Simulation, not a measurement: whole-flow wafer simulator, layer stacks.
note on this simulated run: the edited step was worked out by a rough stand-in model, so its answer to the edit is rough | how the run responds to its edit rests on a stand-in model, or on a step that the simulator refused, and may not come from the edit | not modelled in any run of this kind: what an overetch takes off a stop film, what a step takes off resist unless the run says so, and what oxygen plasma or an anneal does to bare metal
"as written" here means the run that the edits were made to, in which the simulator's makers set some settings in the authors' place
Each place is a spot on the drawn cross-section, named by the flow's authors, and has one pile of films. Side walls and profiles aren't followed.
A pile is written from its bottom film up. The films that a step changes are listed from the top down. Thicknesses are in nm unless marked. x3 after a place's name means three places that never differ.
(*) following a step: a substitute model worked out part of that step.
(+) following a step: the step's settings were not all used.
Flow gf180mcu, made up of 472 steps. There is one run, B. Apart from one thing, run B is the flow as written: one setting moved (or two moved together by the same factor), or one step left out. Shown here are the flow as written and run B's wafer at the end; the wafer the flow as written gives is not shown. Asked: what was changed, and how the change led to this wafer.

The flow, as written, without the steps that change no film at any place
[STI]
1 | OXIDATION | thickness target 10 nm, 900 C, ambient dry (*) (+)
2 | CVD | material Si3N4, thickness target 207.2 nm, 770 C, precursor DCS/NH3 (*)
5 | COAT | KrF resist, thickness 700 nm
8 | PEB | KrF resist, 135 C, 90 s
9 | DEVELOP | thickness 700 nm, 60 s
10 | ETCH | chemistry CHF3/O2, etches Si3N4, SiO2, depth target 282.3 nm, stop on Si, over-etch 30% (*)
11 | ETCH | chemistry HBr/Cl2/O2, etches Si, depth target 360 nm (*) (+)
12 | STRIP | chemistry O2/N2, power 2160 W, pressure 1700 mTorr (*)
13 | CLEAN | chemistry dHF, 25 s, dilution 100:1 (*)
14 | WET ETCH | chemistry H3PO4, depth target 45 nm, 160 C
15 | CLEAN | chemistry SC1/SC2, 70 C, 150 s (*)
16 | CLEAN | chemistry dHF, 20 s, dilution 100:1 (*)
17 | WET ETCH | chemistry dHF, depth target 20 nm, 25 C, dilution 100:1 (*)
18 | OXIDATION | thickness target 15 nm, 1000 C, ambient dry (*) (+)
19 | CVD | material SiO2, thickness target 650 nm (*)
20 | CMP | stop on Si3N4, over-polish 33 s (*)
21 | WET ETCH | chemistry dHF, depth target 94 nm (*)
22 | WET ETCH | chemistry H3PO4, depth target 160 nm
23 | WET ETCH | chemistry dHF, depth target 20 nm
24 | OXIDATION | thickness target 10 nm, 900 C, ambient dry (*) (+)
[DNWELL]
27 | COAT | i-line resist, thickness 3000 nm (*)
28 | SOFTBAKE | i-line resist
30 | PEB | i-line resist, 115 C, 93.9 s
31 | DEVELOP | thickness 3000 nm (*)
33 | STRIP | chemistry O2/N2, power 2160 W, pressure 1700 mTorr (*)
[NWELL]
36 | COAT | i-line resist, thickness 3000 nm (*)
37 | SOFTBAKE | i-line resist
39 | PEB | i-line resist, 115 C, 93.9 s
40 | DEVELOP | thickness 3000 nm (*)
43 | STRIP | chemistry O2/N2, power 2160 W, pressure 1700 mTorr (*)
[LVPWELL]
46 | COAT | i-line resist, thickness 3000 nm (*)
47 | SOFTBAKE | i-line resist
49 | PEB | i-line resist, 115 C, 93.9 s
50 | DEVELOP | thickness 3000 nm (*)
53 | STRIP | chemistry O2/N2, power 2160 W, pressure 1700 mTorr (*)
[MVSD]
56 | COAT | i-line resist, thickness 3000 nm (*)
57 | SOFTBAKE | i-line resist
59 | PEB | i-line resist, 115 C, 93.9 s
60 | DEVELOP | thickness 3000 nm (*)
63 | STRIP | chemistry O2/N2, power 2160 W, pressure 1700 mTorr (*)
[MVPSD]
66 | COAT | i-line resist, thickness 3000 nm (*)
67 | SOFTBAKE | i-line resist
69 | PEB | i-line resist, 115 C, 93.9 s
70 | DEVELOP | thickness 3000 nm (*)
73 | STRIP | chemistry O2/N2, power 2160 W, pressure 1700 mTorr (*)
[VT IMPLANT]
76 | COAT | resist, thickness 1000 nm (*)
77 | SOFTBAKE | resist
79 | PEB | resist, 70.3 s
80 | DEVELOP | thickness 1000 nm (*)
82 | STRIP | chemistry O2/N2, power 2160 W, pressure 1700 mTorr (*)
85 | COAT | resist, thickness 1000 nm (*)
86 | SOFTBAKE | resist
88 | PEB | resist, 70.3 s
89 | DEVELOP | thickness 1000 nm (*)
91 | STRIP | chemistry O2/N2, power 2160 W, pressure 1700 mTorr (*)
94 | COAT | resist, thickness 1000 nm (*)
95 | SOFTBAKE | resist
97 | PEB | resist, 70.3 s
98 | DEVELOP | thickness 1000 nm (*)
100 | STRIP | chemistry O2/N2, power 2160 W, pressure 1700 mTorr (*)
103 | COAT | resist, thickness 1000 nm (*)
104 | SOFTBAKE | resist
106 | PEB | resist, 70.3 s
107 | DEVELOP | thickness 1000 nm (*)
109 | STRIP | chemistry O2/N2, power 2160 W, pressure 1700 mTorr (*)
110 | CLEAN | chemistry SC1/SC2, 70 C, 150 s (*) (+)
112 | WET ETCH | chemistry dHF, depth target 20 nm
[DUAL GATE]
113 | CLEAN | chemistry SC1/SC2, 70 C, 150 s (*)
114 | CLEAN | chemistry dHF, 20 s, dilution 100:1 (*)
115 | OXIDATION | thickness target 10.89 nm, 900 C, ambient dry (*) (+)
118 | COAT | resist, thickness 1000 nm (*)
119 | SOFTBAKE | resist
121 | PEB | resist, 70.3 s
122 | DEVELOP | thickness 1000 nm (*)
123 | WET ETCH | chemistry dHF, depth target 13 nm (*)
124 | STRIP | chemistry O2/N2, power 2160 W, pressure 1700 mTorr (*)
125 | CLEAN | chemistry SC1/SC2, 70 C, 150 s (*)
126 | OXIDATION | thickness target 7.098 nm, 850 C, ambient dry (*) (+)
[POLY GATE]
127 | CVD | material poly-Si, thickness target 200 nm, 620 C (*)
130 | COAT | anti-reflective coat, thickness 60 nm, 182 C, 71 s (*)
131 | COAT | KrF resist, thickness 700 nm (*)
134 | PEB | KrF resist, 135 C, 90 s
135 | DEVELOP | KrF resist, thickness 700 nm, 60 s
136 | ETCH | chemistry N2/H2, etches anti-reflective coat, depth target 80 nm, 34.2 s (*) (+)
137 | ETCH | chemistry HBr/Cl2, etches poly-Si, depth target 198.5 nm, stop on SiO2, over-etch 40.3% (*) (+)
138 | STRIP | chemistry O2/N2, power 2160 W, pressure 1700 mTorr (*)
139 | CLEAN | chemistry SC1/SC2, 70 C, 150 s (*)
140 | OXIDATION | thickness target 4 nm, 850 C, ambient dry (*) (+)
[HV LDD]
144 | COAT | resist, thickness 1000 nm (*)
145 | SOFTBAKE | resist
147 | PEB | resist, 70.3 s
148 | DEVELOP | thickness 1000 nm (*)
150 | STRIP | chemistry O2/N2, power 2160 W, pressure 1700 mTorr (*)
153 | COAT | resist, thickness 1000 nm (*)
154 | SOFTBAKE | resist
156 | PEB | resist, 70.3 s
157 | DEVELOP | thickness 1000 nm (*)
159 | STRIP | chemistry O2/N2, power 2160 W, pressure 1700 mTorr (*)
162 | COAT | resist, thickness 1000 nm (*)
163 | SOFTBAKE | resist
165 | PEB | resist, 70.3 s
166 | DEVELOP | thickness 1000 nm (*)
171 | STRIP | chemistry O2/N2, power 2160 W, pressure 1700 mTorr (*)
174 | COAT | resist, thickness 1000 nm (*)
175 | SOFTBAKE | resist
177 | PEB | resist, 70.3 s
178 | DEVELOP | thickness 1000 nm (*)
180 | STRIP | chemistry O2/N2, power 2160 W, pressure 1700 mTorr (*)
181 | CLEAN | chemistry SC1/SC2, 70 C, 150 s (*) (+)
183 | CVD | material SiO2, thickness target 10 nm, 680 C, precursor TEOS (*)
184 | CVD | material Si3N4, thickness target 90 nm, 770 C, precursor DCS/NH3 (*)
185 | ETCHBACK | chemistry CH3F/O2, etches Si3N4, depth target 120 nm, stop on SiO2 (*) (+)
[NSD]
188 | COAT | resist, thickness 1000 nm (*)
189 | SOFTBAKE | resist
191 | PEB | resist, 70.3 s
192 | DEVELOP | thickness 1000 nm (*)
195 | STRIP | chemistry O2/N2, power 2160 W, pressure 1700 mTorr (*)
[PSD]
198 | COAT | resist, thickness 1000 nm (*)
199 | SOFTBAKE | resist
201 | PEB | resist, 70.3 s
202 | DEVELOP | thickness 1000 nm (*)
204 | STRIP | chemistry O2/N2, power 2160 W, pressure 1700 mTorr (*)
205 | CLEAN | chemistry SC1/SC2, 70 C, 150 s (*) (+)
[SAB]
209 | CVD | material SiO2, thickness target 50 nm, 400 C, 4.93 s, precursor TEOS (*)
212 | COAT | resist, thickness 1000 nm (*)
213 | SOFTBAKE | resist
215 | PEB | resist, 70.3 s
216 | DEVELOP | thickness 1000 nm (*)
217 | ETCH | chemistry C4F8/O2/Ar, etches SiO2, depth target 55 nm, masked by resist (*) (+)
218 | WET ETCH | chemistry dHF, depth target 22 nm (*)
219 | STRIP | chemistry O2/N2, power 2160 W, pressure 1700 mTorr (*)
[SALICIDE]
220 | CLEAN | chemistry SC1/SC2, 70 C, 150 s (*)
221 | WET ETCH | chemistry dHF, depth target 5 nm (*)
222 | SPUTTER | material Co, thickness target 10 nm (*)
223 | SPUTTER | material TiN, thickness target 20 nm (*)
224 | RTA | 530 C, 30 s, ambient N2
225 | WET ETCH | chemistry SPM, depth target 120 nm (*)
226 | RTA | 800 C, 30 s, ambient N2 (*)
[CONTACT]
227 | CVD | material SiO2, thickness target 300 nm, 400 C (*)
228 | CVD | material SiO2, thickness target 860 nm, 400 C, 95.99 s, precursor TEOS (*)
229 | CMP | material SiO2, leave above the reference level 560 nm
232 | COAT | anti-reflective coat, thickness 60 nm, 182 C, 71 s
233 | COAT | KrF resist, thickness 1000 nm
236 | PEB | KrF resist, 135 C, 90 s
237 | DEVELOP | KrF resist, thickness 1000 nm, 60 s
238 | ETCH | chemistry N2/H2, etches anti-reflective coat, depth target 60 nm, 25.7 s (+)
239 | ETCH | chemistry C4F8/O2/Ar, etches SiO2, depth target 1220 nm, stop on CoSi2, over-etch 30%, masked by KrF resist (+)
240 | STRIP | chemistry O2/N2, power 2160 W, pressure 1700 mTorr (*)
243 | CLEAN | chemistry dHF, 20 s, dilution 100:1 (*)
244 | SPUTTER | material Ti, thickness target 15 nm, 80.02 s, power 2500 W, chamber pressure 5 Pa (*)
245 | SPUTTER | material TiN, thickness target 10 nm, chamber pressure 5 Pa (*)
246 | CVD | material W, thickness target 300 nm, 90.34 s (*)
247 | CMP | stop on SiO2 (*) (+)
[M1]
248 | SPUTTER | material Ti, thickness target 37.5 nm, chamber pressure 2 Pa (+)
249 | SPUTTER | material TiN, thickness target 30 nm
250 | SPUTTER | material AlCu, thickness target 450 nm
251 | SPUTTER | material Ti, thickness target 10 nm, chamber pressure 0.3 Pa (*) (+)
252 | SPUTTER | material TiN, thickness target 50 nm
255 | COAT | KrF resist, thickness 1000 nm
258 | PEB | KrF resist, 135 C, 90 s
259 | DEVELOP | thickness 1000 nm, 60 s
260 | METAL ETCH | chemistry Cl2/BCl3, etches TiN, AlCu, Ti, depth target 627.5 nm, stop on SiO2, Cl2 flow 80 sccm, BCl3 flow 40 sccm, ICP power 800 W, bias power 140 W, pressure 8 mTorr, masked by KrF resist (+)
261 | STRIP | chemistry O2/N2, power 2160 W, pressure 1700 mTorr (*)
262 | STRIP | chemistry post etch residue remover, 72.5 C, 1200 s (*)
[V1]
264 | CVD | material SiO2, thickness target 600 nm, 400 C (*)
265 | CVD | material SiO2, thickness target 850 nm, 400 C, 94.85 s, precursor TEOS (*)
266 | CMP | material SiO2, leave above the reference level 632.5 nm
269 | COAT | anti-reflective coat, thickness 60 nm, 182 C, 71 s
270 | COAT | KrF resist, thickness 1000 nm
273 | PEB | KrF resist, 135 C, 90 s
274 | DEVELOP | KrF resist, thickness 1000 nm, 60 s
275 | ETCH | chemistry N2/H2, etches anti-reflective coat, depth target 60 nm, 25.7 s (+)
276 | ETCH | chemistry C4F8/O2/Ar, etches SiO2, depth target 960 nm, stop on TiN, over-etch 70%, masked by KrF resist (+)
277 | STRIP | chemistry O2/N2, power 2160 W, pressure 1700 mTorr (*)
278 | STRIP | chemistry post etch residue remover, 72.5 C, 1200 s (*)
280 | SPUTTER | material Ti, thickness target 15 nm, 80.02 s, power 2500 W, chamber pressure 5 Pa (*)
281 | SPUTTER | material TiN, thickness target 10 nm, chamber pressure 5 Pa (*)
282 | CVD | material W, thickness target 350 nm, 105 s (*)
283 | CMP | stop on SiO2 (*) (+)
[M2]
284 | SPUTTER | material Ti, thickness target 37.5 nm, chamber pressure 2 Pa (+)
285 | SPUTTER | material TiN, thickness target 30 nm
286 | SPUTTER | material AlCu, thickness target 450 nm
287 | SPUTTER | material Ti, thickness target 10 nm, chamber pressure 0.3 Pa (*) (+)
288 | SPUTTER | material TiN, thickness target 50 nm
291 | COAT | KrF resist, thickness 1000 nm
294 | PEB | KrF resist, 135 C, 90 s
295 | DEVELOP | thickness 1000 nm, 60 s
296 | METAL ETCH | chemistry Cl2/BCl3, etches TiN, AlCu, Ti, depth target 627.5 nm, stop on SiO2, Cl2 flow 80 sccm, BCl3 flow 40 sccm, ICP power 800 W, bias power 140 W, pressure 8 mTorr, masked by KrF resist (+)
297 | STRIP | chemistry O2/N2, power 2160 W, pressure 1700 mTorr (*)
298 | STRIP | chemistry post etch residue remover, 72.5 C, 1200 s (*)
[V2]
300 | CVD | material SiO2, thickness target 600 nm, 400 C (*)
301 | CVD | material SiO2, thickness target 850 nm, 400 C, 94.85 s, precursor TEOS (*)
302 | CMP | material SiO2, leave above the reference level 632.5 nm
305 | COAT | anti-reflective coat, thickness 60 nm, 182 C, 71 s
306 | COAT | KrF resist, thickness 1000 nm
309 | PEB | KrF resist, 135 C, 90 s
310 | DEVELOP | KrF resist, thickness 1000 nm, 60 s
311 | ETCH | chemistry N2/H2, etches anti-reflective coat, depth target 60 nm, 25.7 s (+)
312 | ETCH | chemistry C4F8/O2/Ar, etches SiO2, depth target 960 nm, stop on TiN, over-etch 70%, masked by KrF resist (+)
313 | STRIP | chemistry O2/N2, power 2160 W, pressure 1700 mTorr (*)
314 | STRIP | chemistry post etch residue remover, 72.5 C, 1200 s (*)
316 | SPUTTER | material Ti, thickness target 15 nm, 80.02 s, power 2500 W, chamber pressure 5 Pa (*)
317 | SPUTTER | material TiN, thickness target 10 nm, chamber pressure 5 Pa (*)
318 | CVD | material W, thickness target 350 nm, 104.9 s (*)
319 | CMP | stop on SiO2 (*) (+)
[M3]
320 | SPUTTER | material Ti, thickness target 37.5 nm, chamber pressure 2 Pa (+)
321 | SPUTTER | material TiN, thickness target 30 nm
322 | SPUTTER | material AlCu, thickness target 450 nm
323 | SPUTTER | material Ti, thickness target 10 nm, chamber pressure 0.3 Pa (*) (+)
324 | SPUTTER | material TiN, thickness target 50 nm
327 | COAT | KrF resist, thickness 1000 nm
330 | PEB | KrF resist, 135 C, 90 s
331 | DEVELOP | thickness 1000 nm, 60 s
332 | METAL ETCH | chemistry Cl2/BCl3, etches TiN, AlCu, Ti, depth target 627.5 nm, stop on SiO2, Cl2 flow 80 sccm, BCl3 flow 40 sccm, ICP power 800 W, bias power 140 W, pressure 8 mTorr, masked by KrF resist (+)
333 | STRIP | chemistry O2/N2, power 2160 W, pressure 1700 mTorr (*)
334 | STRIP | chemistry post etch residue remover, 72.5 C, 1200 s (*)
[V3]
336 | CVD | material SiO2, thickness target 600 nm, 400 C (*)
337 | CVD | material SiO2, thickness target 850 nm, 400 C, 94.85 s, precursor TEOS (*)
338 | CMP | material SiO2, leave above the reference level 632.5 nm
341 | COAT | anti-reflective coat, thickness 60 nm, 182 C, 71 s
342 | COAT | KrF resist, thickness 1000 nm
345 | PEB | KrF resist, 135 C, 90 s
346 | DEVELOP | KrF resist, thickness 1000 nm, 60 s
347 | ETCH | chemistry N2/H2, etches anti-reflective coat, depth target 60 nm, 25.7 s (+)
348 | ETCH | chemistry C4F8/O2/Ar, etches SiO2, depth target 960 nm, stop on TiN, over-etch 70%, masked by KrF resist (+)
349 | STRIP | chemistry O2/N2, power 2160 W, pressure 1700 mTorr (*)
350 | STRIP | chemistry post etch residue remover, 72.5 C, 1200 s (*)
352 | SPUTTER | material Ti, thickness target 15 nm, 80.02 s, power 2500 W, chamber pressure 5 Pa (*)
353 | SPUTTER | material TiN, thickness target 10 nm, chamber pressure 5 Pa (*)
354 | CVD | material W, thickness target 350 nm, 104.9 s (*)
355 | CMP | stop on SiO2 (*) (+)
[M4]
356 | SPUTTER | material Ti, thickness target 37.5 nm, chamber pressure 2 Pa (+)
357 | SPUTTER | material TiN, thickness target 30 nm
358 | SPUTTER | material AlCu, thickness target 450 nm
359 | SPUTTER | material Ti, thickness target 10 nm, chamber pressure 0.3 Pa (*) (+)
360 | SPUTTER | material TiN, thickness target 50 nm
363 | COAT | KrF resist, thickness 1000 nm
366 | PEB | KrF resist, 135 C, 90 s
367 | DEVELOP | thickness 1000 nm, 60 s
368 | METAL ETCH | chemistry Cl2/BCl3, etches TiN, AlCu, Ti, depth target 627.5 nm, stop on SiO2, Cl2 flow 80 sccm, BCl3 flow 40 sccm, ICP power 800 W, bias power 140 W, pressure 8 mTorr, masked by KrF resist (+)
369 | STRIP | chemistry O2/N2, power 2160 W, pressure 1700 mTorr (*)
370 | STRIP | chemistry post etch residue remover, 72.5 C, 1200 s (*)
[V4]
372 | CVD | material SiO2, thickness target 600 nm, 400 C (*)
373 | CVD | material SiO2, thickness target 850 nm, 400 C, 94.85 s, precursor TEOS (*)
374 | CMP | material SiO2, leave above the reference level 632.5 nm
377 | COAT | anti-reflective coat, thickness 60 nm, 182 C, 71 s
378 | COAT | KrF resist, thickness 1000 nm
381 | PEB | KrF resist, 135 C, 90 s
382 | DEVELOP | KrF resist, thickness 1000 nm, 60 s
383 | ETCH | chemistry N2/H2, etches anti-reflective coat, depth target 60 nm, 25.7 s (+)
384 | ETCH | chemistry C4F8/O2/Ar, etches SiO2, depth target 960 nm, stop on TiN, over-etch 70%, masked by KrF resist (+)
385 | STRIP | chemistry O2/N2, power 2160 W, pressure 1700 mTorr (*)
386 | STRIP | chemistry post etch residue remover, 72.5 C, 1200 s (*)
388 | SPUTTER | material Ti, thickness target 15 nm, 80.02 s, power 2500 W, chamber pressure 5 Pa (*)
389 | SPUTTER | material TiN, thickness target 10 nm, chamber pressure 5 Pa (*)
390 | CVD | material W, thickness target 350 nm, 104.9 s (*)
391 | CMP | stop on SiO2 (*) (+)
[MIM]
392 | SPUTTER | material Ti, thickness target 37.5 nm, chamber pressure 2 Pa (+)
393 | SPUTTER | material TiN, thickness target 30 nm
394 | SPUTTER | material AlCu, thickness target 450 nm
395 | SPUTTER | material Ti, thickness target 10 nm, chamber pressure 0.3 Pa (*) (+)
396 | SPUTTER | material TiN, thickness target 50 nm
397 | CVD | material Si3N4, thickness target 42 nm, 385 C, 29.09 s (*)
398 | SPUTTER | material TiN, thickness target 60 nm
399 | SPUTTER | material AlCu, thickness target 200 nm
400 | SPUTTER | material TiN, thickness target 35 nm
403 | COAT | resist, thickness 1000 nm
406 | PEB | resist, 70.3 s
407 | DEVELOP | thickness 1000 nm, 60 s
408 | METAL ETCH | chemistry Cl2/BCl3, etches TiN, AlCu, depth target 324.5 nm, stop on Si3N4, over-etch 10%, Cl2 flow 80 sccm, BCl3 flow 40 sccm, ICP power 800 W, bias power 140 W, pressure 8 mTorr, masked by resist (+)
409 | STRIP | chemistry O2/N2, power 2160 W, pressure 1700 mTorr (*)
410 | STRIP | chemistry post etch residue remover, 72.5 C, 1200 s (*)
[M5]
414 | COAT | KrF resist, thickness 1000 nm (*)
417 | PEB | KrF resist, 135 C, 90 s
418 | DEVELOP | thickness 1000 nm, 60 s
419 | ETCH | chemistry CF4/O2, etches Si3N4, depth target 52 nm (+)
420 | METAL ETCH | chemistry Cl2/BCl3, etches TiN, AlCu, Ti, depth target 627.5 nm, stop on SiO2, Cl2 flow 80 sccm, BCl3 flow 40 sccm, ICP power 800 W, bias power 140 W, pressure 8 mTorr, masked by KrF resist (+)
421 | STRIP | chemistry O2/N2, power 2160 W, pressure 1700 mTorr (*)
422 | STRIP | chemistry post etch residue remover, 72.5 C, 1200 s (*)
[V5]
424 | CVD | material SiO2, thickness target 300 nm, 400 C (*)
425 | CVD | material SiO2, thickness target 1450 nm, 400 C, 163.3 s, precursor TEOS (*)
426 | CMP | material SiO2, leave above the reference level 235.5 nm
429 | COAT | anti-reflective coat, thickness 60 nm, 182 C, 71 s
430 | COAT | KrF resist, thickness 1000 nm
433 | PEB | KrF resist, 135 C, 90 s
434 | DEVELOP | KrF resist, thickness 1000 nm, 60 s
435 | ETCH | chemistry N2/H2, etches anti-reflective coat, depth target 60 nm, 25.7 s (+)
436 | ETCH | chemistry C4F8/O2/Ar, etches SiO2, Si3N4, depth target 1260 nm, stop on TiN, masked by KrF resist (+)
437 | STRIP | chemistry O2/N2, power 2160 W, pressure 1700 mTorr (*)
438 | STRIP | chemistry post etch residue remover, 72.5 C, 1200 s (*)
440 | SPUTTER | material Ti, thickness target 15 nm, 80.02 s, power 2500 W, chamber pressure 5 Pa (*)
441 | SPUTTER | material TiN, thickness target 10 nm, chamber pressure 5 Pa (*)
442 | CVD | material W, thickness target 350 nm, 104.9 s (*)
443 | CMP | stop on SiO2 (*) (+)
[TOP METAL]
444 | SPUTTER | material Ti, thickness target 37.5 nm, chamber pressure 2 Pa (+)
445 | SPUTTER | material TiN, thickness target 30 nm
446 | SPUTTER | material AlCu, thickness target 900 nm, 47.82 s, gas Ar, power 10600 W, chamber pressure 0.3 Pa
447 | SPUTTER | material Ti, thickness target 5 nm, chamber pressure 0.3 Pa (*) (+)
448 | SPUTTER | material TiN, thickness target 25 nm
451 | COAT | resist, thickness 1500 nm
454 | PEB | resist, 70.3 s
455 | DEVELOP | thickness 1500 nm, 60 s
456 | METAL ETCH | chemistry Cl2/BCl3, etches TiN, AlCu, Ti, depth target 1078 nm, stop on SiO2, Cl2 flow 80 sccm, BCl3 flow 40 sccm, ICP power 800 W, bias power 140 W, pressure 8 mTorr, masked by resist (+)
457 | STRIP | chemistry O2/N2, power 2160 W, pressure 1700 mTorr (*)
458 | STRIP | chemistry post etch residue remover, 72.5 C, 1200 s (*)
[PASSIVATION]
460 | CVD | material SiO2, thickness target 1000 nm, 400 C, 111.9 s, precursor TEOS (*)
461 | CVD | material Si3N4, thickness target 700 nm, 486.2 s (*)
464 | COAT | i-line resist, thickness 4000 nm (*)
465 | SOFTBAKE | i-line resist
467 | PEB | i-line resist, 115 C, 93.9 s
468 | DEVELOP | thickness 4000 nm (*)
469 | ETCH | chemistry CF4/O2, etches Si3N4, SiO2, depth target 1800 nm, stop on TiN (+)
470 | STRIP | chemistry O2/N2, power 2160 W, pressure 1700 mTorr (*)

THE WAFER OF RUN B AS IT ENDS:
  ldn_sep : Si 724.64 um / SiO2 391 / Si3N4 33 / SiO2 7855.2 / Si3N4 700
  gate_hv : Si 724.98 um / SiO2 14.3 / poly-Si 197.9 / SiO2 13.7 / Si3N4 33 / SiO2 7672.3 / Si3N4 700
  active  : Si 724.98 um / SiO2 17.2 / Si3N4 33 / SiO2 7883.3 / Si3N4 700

The reason: step 185, ETCHBACK: depth target 52.8 nm was run, while the flow as written has depth target 120 nm.

The path from the change to this, step by step:
  185 | ETCHBACK | chemistry CH3F/O2, etches Si3N4, depth target 120 nm, stop on SiO2 (*) (+)
      field, field__w1, field__w2 and 100 more: Si3N4 loses 52.8 (as written it would have been: Si3N4 loses 90 (all of it), SiO2 loses 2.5)
  188 | COAT | resist, thickness 1000 nm (*)
      spacer: resist gains 960 (new film) (as written it would have been: resist gains 920.2 (new film))
  189 | SOFTBAKE | resist
      field__w9: resist loses 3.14 (as written it would have been: resist gains 6.92)
      nw_enc_fld_lv: resist gains 5.57 (as written it would have been: resist gains 0.86)
  191 | PEB | resist, 70.3 s
      spacer: resist loses 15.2 (as written it would have been: resist loses 14.3)
  192 | DEVELOP | thickness 1000 nm (*)
      spacer: resist loses 944.8 (all of it) (as written it would have been: resist loses 905.9 (all of it))
  198 | COAT | resist, thickness 1000 nm (*)
      spacer: resist gains 960 (new film) (as written it would have been: resist gains 920.2 (new film))
  199 | SOFTBAKE | resist
      field__w9: resist loses 3.14 (as written it would have been: resist gains 6.92)
      nw_enc_fld_lv: resist gains 5.57 (as written it would have been: resist gains 0.86)
  201 | PEB | resist, 70.3 s
      spacer: resist loses 15.2 (as written it would have been: resist loses 14.3)
  204 | STRIP | chemistry O2/N2, power 2160 W, pressure 1700 mTorr (*)
      spacer: resist loses 944.8 (all of it) (as written it would have been: resist loses 905.9 (all of it))
  205 | CLEAN | chemistry SC1/SC2, 70 C, 150 s (*) (+)
      field, field__w1, field__w2 and 105 more: Si3N4 loses 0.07 (as written it would have been: SiO2 loses 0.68)
  209 | CVD | material SiO2, thickness target 50 nm, 400 C, 4.93 s, precursor TEOS (*)
      field, field__w7, field__w8 and 73 more: SiO2 gains 50 (new film) (as written it would have been: SiO2 gains 50)
      field_sub__w1, field_sub__w3, field_sub__w4, field_sub__w5, ld_drift_n: SiO2 gains 48.8 (new film) (as written it would have been: SiO2 gains 48.9)
      (and at 27 other places as well)
  212 | COAT | resist, thickness 1000 nm (*)
      spacer: resist gains 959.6 (new film) (as written it would have been: resist gains 919.4 (new film))
  215 | PEB | resist, 70.3 s
      spacer: resist loses 15.2 (as written it would have been: resist loses 14.3)
  216 | DEVELOP | thickness 1000 nm (*)
      spacer: resist loses 944.4 (all of it) (as written it would have been: resist loses 905.1 (all of it))
  217 | ETCH | chemistry C4F8/O2/Ar, etches SiO2, depth target 55 nm, masked by resist (*) (+)
      field, field__w7, field__w8 and 70 more: SiO2 loses 50 (all of it), Si3N4 loses 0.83 (as written it would have been: SiO2 loses 55)
      field_sub__w1, field_sub__w3, field_sub__w4, field_sub__w5, ld_drift_n: SiO2 loses 48.8 (all of it), Si3N4 loses 1.03 (as written it would have been: SiO2 loses 55)
      (and at 21 other places as well)
  218 | WET ETCH | chemistry dHF, depth target 22 nm (*)
      gate, gate_hv, gate_p and 23 more: Si3N4 loses 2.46 (as written it would have been: SiO2 loses 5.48 (all of it))
      field, field__w10, sti and 14 more: Si3N4 loses 2.46 (as written it would have been: SiO2 loses 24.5)
      (and at 56 other places as well)
  ... another 12 steps ...
  471 | ANNEAL | 400 C, 1800 s, ambient N2/H2
      polyc_n, polyc_p: under 9 films: void gains 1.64 (new film), Ti loses 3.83, TiSi first gains 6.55 (new film), poly-Si loses 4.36 (as written it would have been: nothing)
      contact: under 49 films: void gains 1.62 (new film), Ti loses 3.83, TiSi first gains 6.55 (new film), Si loses 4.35 (as written it would have been: nothing)
With metal films that touch counted as one body, gate_hv has 0 bodies; the flow as written gives 1 body.
With metal films that touch counted as one body, active has 0 bodies; the flow as written gives 1 body.
